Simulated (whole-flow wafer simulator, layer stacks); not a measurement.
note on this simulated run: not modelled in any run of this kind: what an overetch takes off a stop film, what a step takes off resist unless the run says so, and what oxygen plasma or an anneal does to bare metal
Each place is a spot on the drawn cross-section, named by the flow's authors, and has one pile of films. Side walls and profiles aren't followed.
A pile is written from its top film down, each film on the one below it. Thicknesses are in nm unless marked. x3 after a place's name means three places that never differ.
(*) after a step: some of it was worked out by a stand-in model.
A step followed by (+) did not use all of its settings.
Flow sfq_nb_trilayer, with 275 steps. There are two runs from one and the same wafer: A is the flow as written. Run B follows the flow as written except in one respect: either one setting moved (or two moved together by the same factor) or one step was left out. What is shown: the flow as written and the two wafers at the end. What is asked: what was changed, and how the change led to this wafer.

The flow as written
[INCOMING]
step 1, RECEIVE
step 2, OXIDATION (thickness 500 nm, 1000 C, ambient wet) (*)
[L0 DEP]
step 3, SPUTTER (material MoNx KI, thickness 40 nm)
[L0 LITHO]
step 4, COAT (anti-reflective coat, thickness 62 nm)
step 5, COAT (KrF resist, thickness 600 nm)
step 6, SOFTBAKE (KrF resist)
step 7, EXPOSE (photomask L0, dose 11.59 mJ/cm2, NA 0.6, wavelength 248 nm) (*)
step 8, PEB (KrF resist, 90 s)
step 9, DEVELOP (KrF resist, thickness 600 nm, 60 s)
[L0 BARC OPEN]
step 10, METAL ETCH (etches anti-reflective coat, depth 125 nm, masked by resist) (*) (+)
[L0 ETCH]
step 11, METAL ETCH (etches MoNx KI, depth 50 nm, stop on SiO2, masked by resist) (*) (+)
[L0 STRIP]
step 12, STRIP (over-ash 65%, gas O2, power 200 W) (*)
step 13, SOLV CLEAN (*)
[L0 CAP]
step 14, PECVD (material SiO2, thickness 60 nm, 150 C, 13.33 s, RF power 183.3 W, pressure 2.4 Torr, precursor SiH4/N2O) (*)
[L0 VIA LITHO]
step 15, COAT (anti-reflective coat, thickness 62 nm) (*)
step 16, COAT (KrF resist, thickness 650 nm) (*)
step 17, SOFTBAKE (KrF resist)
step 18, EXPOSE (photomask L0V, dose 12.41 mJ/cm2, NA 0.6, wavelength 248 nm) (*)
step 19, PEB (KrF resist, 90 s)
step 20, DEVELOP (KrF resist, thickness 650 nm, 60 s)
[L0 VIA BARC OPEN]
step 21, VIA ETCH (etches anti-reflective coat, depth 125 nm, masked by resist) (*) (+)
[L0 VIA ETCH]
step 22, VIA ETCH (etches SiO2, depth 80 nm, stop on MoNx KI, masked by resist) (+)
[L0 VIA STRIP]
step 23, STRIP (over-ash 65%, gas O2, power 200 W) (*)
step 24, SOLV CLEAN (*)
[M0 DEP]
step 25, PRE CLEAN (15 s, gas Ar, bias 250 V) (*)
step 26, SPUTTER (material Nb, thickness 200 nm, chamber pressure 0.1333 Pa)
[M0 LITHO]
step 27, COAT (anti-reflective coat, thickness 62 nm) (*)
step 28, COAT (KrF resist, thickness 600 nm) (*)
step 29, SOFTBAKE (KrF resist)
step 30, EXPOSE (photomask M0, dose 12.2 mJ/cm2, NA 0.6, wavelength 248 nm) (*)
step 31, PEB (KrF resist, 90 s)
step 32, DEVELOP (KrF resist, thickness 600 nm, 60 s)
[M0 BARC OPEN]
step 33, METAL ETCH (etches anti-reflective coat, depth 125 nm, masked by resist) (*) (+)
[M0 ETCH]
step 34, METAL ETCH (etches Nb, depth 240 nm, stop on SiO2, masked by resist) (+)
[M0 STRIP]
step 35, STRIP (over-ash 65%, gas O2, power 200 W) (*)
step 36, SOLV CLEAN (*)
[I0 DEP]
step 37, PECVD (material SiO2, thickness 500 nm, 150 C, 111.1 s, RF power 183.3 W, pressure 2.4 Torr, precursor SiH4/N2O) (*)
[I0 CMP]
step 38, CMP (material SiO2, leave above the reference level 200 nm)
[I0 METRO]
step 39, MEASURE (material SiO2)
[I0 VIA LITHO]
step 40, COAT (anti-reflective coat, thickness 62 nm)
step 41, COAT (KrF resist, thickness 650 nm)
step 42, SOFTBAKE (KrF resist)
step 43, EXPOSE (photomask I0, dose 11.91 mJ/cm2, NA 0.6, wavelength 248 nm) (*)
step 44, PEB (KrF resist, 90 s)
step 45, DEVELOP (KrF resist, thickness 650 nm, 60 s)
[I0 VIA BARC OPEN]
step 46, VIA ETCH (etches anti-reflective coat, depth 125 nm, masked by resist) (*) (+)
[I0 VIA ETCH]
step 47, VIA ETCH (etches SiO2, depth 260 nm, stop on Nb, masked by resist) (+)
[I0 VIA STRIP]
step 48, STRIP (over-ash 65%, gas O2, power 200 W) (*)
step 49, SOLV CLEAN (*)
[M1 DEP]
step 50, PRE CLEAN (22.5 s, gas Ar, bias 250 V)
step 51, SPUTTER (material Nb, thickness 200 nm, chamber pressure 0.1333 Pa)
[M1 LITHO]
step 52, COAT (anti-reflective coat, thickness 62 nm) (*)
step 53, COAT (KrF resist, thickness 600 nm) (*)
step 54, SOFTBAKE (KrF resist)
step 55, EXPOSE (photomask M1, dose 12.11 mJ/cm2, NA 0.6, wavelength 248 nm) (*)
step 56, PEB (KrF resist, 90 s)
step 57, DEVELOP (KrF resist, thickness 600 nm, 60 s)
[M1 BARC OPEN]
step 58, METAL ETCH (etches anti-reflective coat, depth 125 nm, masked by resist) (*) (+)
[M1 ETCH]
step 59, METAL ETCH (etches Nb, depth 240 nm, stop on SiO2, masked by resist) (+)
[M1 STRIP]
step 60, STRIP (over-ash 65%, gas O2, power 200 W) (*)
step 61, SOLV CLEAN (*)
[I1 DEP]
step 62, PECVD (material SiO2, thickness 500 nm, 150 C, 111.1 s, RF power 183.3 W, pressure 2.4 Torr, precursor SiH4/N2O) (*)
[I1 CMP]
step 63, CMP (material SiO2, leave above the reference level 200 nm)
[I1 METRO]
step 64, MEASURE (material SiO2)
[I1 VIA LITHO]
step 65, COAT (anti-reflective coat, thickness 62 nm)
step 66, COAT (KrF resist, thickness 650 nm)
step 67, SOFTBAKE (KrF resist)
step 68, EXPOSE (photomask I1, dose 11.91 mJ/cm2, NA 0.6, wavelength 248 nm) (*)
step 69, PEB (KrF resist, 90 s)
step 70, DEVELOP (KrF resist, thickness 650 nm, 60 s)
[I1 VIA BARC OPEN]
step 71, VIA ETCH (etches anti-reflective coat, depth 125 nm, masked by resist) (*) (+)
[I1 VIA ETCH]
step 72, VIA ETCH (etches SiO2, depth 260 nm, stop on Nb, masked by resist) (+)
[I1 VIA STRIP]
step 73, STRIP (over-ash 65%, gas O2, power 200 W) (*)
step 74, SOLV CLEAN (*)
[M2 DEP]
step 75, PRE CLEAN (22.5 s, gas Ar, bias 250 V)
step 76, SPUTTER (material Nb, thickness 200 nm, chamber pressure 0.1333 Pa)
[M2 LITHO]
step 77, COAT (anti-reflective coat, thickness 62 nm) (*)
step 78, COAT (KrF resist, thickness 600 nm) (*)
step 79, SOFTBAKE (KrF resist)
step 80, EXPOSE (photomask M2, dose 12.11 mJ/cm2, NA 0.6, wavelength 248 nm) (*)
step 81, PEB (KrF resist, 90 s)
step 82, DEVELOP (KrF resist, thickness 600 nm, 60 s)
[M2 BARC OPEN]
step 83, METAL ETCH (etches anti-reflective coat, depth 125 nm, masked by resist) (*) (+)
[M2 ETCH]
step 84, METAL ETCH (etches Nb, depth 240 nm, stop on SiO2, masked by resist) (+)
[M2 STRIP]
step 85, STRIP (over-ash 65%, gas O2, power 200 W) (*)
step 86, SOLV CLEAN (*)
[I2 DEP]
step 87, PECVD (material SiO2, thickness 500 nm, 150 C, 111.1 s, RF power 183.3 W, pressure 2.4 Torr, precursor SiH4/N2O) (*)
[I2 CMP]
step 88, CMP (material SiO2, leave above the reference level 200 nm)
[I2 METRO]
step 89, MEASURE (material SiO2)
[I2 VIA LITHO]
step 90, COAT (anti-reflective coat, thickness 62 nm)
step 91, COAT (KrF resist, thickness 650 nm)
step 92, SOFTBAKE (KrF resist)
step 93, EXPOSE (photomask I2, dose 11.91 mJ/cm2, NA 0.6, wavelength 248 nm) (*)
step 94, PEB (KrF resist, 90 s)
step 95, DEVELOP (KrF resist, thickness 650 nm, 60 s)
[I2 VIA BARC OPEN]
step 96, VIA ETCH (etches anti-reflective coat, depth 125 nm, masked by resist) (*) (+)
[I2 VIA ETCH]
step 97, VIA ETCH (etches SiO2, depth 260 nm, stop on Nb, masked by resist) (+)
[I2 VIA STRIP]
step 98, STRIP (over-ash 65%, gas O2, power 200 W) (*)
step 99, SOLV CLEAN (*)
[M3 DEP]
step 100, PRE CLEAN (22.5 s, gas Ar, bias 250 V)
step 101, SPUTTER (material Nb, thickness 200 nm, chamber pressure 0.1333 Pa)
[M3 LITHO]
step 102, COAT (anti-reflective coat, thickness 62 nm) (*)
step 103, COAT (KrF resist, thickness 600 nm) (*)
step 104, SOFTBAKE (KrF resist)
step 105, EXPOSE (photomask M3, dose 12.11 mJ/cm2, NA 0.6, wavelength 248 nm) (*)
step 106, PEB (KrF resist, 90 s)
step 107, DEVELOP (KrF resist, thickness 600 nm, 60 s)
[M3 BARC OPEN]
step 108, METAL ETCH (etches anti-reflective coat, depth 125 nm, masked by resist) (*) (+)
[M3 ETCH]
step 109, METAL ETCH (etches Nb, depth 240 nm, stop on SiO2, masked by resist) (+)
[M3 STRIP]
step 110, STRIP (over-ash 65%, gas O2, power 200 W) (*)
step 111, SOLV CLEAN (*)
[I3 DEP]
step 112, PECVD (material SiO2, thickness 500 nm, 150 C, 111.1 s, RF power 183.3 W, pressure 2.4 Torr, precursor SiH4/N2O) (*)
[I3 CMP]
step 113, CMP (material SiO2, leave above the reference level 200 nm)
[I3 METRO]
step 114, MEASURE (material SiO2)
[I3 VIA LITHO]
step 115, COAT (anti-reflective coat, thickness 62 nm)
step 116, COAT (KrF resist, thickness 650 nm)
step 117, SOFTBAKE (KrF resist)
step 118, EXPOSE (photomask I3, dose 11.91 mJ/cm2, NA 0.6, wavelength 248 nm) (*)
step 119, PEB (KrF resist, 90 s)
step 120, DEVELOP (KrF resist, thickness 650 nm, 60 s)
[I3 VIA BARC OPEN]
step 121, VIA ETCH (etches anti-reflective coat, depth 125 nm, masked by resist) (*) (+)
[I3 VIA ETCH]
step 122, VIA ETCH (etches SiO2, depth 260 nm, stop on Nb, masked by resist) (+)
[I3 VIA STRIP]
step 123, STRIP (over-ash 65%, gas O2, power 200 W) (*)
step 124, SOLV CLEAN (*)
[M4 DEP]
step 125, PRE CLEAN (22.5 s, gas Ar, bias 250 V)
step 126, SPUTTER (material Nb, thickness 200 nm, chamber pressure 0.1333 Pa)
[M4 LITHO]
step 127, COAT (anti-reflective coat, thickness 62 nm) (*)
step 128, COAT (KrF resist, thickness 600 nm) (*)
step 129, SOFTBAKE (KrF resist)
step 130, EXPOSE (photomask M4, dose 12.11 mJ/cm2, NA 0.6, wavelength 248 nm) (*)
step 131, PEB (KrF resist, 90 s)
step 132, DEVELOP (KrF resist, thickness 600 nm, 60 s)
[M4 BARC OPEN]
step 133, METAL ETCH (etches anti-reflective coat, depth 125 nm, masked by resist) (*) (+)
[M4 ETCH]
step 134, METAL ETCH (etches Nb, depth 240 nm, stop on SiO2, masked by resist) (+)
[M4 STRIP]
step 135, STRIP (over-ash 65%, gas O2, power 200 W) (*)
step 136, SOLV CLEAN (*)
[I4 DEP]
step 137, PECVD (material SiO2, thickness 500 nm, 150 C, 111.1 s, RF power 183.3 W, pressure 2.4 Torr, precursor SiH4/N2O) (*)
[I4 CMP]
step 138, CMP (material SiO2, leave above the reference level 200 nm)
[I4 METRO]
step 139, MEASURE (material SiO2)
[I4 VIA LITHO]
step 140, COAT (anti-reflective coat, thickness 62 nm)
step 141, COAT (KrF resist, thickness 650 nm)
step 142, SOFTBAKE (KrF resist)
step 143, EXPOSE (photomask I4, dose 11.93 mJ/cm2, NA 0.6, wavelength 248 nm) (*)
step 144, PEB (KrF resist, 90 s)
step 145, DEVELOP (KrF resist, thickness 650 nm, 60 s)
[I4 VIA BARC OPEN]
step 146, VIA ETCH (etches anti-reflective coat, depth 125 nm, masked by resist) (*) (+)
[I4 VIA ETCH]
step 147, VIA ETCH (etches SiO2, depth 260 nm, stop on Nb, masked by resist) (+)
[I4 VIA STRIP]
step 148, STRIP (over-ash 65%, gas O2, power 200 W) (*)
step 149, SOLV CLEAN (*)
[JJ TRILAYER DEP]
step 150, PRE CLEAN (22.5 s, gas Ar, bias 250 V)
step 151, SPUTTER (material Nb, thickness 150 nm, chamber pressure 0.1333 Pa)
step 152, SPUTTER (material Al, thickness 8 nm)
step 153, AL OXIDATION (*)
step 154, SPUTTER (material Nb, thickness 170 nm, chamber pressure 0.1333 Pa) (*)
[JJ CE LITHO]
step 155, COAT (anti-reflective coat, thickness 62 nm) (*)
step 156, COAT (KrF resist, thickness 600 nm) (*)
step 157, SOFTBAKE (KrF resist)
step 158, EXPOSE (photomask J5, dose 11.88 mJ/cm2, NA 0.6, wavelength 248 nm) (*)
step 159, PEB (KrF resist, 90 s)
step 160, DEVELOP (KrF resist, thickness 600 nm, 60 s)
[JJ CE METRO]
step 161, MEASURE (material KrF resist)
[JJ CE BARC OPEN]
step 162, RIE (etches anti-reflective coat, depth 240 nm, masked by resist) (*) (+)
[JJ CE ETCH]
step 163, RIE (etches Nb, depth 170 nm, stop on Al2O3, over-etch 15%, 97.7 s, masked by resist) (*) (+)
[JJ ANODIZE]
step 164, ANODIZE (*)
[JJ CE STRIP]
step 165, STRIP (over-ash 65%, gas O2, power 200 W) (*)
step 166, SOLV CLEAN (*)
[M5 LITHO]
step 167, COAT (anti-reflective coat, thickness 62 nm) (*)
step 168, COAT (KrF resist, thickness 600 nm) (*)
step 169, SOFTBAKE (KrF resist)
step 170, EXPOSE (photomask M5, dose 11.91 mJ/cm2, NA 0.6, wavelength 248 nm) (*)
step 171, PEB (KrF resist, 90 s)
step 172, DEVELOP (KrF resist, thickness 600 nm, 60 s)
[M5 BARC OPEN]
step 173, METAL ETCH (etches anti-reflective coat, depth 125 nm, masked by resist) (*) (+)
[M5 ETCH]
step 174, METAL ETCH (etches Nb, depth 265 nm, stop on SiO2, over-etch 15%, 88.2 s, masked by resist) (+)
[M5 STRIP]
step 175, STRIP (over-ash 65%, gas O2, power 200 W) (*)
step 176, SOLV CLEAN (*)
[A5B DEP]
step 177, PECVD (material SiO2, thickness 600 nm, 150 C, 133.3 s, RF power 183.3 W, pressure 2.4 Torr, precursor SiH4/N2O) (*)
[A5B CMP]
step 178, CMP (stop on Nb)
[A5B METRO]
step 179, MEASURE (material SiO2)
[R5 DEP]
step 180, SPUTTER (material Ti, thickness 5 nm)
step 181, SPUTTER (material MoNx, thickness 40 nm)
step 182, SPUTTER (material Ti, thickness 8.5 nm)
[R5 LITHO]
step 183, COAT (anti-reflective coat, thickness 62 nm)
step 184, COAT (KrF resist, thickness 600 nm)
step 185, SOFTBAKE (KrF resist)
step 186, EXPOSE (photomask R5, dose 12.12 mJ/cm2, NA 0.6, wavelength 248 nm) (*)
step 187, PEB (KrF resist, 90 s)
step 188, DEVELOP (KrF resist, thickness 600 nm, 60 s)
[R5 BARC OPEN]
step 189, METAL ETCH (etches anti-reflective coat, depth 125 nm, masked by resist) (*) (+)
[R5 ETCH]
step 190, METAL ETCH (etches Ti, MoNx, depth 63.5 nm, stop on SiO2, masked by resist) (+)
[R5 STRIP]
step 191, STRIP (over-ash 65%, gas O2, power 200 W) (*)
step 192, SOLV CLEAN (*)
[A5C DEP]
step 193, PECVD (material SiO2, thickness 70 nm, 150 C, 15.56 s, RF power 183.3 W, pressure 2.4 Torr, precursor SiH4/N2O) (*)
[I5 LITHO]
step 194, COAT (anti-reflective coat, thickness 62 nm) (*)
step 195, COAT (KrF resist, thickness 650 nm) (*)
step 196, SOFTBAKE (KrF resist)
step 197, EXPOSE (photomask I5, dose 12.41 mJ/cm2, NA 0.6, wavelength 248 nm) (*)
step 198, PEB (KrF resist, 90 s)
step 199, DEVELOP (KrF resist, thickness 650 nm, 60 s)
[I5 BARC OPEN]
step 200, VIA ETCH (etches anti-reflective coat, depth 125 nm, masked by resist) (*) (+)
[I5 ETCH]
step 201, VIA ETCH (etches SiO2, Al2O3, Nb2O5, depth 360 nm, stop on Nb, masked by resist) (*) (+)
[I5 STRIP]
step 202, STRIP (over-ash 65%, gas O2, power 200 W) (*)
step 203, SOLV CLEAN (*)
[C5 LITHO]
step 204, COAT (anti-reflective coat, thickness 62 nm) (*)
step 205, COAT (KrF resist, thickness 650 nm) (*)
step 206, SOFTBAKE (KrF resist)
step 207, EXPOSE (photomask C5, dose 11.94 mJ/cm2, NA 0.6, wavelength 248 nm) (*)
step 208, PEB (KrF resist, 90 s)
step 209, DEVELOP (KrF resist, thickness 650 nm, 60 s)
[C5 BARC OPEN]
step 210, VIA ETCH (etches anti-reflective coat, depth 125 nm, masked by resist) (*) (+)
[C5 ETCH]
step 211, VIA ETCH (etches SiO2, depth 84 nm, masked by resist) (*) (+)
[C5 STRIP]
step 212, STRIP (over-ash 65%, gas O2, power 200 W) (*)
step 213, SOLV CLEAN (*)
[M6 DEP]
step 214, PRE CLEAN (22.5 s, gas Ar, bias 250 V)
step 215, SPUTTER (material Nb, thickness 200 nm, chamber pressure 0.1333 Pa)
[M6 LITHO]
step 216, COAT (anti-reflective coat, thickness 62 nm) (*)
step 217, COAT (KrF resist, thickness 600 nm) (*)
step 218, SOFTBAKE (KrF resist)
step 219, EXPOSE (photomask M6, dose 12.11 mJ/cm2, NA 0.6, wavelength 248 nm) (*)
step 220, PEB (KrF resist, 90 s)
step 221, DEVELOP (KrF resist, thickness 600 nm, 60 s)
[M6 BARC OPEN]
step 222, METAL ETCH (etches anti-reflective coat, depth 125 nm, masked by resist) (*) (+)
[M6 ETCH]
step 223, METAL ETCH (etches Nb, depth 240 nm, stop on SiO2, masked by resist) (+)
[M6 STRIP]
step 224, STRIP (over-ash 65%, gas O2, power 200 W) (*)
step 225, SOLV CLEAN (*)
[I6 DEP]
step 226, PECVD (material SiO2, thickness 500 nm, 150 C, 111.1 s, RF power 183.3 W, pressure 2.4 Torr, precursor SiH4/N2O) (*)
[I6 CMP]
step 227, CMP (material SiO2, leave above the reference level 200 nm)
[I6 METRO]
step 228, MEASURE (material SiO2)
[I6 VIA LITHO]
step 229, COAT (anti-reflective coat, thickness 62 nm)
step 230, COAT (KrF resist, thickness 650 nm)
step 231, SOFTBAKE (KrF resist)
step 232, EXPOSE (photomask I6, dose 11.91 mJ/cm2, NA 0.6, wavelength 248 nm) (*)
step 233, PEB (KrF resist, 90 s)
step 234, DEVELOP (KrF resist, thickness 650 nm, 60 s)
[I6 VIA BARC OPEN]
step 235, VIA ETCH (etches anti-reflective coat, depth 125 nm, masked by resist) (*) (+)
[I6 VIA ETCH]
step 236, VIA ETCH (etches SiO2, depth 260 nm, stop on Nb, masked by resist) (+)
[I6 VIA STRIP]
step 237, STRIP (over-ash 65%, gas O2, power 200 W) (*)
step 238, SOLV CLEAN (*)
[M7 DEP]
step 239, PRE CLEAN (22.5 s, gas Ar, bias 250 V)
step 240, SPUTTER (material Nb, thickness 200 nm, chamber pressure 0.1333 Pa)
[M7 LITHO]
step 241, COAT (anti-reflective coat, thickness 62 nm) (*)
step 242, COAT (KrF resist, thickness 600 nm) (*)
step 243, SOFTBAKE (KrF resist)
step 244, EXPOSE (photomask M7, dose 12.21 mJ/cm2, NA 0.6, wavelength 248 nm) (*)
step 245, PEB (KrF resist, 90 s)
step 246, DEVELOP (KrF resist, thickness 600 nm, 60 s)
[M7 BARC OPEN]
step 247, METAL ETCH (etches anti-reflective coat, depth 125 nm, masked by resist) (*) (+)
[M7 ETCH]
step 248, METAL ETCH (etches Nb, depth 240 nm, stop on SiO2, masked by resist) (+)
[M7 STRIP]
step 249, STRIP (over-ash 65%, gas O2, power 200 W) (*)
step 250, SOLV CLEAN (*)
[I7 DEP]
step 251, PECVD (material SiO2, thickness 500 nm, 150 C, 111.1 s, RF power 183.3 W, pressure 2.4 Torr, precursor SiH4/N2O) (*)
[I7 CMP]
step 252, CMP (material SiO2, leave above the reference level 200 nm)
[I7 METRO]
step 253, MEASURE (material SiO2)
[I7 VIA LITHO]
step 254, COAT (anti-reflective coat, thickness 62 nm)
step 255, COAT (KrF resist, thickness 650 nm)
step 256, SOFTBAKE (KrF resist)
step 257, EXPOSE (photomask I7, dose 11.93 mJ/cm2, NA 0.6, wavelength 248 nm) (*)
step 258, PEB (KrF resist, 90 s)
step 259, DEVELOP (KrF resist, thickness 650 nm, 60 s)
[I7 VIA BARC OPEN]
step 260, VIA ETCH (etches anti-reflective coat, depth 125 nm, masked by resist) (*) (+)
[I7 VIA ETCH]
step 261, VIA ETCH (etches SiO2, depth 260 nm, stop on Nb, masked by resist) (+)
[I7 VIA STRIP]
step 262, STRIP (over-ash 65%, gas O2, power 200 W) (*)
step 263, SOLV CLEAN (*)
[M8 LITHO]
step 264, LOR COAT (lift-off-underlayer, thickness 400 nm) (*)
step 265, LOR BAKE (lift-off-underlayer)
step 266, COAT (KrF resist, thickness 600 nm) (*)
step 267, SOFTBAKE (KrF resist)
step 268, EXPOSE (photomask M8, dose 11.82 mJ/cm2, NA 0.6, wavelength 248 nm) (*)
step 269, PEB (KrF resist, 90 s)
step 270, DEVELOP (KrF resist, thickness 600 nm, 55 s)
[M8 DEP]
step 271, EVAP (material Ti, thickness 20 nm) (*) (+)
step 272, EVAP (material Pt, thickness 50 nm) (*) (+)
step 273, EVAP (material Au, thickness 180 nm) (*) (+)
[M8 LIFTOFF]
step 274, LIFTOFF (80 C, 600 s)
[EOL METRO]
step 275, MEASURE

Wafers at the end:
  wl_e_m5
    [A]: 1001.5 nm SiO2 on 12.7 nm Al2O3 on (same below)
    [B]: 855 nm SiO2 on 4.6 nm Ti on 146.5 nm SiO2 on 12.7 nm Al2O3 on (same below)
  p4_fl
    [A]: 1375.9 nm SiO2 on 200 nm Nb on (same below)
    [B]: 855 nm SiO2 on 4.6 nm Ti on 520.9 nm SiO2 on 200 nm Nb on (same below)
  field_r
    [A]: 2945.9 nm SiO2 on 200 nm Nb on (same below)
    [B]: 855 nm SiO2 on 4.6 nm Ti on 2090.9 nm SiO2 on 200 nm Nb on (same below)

What caused this: step 190, METAL ETCH: depth 48.9 nm was run, while the flow as written has depth 63.5 nm.

Step by step, how the change led to this:
  step 190, METAL ETCH (etches Ti, MoNx, depth 63.5 nm, stop on SiO2, masked by resist) (+)
      field_l, v_sur, via_wl and 92 more: A Ti loses 8.5 (all of it), MoNx loses 40 (all of it), Ti loses 5 (all of it) | B Ti loses 8.5 (all of it), MoNx loses 40 (all of it), Ti loses 0.4
      ce_l, c5j, ce_r, wl_jj: A Ti loses 8.5 (all of it), MoNx loses 40 (all of it), Ti loses 5 (all of it), Nb loses 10 | B Ti loses 8.5 (all of it), MoNx loses 40 (all of it), Ti loses 0.4
      (as well as at 7 more places)
  step 193, PECVD (material SiO2, thickness 70 nm, 150 C, 15.56 s, RF power 183.3 W, pressure 2.4 Torr, precursor SiH4/N2O) (*)
      field_l, v_sur, via_wl and 92 more: A SiO2 gains 70 | B SiO2 gains 70 (new film)
  step 194, COAT (anti-reflective coat, thickness 62 nm) (*)
      wl_j_sl, wl_j_sr: A anti-reflective coat gains 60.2 (new film) | B anti-reflective coat gains 62 (new film)
      r5r_spacepad_l, r5r_spacepad_r: A anti-reflective coat gains 84.4 (new film) | B anti-reflective coat gains 82.4 (new film)
      (as well as at 6 more places)
  step 201, VIA ETCH (etches SiO2, Al2O3, Nb2O5, depth 360 nm, stop on Nb, masked by resist) (*) (+)
      be: A SiO2 loses 216.4 (all of it), Al2O3 loses 12.7 (all of it), Nb2O5 loses 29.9 (all of it) | B SiO2 loses 69.8 (all of it), Ti loses 4.6 (all of it), SiO2 loses 146.5 (all of it), Al2O3 loses 12.7 (all of it), Nb2O5 loses 29.9 (all of it)
  step 202, STRIP (over-ash 65%, gas O2, power 200 W) (*)
      wl_j_sl, wl_j_sr: A KrF resist loses 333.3 (all of it), anti-reflective coat loses 60.2 (all of it) | B KrF resist loses 333.1 (all of it), anti-reflective coat loses 62 (all of it)
      r5r_spacepad_l, r5r_spacepad_r: A KrF resist loses 335.6 (all of it), anti-reflective coat loses 84.4 (all of it) | B KrF resist loses 335.4 (all of it), anti-reflective coat loses 82.4 (all of it)
      (as well as at 6 more places)
  step 204, COAT (anti-reflective coat, thickness 62 nm) (*)
      wl_j_sl, wl_j_sr: A anti-reflective coat gains 60.2 (new film) | B anti-reflective coat gains 62 (new film)
      r5r_spacepad_l, r5r_spacepad_r: A anti-reflective coat gains 84.4 (new film) | B anti-reflective coat gains 82.4 (new film)
      (as well as at 6 more places)
  step 210, VIA ETCH (etches anti-reflective coat, depth 125 nm, masked by resist) (*) (+)
      c5j: A anti-reflective coat loses 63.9 (all of it), SiO2 loses 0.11 | B anti-reflective coat loses 61.3 (all of it), SiO2 loses 0.12
  step 211, VIA ETCH (etches SiO2, depth 84 nm, masked by resist) (*) (+)
      c5j: A SiO2 loses 69.9 (all of it), Nb loses 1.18 | B SiO2 loses 69.9 (all of it)
  step 212, STRIP (over-ash 65%, gas O2, power 200 W) (*)
      wl_j_sl, wl_j_sr: A KrF resist loses 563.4 (all of it), anti-reflective coat loses 60.2 (all of it) | B KrF resist loses 562.9 (all of it), anti-reflective coat loses 62 (all of it)
      r5r_spacepad_l, r5r_spacepad_r: A KrF resist loses 565.8 (all of it), anti-reflective coat loses 84.4 (all of it) | B KrF resist loses 565.2 (all of it), anti-reflective coat loses 82.4 (all of it)
      (as well as at 5 more places)
  step 214, PRE CLEAN (22.5 s, gas Ar, bias 250 V)
      c5j: A Nb loses 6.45 | B Ti loses 4.6 (all of it)
  step 216, COAT (anti-reflective coat, thickness 62 nm) (*)
      wl_j_sl, wl_j_sr: A anti-reflective coat gains 60.2 (new film) | B anti-reflective coat gains 62 (new film)
      r5r_spacepad_l, r5r_spacepad_r: A anti-reflective coat gains 85.7 (new film) | B anti-reflective coat gains 83.5 (new film)
      (as well as at 6 more places)
  step 222, METAL ETCH (etches anti-reflective coat, depth 125 nm, masked by resist) (*) (+)
      r5r_spacepad_l, r5r_spacepad_r: A anti-reflective coat loses 85.7 (all of it) | B anti-reflective coat loses 83.5 (all of it)
  step 224, STRIP (over-ash 65%, gas O2, power 200 W) (*)
      wl_j_sl, wl_j_sr: A KrF resist loses 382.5 (all of it), anti-reflective coat loses 60.2 (all of it) | B KrF resist loses 382.4 (all of it), anti-reflective coat loses 62 (all of it)
      jj_sur: A KrF resist loses 378.5 (all of it), anti-reflective coat loses 56.1 (all of it) | B KrF resist loses 377.4 (all of it), anti-reflective coat loses 58.9 (all of it)
      (as well as at 5 more places)
  step 227, CMP (material SiO2, leave above the reference level 200 nm)
      ce_l, ce_r, wl_jj: A SiO2 loses 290 | B SiO2 loses 300
      r5r_line_l, r5r_line_c, r5r_line_r: A SiO2 loses 153.5 | B SiO2 loses 148.9
      (as well as at 3 more places)
If metal films that touch count as one body, wl_e_m5 has 7 bodies (between them, from the top down: SiO2 146.5 / Al2O3 12.7 / Nb2O5 29.9; SiO2 192.5; SiO2 192.5; SiO2 192.5; SiO2 192.5; SiO2 192.5); the flow as written gives 6 bodies (between them, from the top down: SiO2 192.5; SiO2 192.5; SiO2 192.5; SiO2 192.5; SiO2 192.5).
If metal films that touch count as one body, p4_fl has 3 bodies (between them, from the top down: SiO2 520.9; SiO2 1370); the flow as written gives 2 bodies (between them, from the top down: SiO2 1370).
If metal films that touch count as one body, field_r has 2 bodies (between them, from the top down: SiO2 2090.9); the flow as written gives 1 body.
